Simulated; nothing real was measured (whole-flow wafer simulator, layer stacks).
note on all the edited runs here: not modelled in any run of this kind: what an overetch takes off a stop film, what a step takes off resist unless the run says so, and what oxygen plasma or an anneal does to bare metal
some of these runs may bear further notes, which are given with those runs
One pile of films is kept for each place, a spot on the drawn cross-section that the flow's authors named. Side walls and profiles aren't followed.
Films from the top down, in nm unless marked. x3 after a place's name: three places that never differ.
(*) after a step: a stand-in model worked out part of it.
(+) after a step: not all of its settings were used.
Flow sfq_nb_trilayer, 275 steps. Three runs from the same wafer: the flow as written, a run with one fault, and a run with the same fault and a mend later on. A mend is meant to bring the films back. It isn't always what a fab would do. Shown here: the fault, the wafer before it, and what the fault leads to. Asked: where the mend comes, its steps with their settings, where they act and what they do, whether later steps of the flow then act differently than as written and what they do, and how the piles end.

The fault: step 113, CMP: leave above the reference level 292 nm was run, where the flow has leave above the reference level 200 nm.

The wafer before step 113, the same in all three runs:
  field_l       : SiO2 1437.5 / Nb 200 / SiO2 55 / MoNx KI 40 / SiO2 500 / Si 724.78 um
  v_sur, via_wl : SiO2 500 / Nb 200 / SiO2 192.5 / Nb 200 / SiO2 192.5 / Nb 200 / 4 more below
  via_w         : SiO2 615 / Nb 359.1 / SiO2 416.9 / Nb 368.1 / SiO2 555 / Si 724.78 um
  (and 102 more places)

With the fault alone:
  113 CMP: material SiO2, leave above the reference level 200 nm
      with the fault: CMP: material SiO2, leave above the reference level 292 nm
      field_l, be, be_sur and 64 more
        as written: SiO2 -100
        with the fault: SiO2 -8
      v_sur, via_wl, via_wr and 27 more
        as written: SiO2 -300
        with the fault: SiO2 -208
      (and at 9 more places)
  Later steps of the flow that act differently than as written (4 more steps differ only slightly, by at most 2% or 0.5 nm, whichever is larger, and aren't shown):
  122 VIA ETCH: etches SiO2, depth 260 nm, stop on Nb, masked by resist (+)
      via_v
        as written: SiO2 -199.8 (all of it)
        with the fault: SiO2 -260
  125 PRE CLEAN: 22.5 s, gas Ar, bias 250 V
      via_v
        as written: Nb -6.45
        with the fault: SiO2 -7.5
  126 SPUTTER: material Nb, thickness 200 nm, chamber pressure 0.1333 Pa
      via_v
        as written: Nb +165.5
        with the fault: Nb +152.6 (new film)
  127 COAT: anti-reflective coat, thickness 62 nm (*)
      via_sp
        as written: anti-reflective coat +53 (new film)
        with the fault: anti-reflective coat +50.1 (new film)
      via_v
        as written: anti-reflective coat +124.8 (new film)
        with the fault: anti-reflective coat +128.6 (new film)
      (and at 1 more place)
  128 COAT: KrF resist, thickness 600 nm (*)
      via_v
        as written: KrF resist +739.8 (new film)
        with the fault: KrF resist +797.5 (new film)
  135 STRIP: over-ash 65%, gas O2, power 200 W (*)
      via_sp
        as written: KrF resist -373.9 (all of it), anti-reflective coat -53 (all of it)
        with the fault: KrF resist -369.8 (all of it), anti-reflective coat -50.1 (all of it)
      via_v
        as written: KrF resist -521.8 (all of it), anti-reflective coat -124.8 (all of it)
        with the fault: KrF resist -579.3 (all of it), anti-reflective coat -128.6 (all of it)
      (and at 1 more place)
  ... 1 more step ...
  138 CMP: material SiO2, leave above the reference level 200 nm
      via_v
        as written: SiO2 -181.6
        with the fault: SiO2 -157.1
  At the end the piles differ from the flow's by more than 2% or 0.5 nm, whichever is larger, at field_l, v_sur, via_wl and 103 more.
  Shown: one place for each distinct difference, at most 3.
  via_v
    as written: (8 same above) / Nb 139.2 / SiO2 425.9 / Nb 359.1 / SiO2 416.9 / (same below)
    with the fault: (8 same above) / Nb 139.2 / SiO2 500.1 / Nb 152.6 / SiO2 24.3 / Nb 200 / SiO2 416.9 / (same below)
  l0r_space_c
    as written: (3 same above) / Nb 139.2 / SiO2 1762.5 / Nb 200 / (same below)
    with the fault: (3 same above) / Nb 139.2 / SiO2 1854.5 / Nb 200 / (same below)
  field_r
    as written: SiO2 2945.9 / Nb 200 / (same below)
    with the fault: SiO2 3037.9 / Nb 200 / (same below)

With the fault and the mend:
  The mend comes after step 120.
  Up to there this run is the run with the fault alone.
  120a STRIP: over-ash 65%, gas O2, power 200 W (*)
      field_l, v_sur, via_wl and 102 more
        KrF resist -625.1 (all of it), anti-reflective coat -62 (all of it)
      via_v
        anti-reflective coat -62 (all of it)
  120b CMP: material SiO2, leave above the reference level 200 nm (the flow's step 113 once more)
      field_l, v_sur, via_wl and 103 more
        SiO2 -92
  120c COAT: anti-reflective coat, thickness 62 nm (the flow's step 115 once more)
      field_l, v_sur, via_wl and 103 more
        anti-reflective coat +62 (new film)
  120d COAT: KrF resist, thickness 650 nm (the flow's step 116 once more)
      field_l, v_sur, via_wl and 103 more
        KrF resist +650 (new film)
  120e SOFTBAKE: KrF resist (the flow's step 117 once more)
      changes no film at any place that is followed
  120f EXPOSE: photomask I3, dose 11.91 mJ/cm2, NA 0.6, wavelength 248 nm (*) (the flow's step 118 once more)
      changes no film at any place that is followed
  120g PEB: KrF resist, 90 s (the flow's step 119 once more)
      field_l, v_sur, via_wl and 103 more
        KrF resist -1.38
  120h DEVELOP: KrF resist, thickness 650 nm, 60 s (the flow's step 120 once more)
      field_l, v_sur, via_wl and 102 more
        KrF resist -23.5
      via_v
        KrF resist -648.6 (all of it)
  No later step of the flow acts differently than as written at any place that is followed.
  At the end the piles are the same as the flow's at every place that both follow.
